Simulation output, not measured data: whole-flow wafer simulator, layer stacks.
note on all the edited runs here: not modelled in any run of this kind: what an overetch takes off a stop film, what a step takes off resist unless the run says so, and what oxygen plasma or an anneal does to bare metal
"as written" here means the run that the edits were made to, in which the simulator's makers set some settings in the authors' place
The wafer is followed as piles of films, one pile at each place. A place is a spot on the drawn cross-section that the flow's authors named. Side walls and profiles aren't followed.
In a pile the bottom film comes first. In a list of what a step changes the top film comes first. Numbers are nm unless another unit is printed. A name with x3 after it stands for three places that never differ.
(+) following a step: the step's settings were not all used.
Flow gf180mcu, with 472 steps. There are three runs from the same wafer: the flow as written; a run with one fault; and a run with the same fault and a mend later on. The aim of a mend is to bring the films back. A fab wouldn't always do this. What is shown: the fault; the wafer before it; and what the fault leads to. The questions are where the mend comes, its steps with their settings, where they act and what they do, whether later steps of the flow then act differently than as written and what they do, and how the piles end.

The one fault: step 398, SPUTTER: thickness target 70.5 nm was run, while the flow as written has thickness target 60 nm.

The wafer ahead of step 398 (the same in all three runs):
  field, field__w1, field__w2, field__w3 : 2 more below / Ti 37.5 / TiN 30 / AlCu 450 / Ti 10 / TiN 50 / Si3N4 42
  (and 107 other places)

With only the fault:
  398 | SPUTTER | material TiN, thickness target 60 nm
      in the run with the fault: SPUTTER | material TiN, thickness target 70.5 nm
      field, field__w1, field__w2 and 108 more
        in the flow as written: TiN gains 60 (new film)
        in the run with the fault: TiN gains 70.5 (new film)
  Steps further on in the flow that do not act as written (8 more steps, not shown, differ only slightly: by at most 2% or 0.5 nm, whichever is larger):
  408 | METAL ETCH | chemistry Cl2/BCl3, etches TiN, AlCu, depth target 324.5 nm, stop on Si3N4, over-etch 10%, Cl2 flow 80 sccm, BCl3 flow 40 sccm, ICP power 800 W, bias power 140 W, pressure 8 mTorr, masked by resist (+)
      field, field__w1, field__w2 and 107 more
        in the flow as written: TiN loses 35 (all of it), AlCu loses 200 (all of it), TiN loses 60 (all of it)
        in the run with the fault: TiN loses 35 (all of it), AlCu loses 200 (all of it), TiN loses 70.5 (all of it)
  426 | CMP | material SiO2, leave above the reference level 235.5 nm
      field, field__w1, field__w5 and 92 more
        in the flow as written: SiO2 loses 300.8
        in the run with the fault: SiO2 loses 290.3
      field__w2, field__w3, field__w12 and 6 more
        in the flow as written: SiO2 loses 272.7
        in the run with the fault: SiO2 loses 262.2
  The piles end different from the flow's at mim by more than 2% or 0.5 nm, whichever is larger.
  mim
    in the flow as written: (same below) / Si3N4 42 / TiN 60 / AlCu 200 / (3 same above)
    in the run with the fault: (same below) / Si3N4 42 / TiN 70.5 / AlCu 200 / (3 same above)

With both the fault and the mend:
  The mend stands after step 398.
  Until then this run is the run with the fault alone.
  398a | METAL ETCH | chemistry Cl2/BCl3, etches TiN, AlCu, Ti, depth target 10.5 nm, Cl2 flow 80 sccm, BCl3 flow 40 sccm, ICP power 800 W, bias power 140 W, pressure 8 mTorr (the flow's step 260 again, with other settings)
      field, field__w1, field__w2 and 108 more
        TiN loses 10.5
  Every later step of the flow that is run acts as written at every place that is followed.
  The piles end the same as the flow's at every place that both follow.
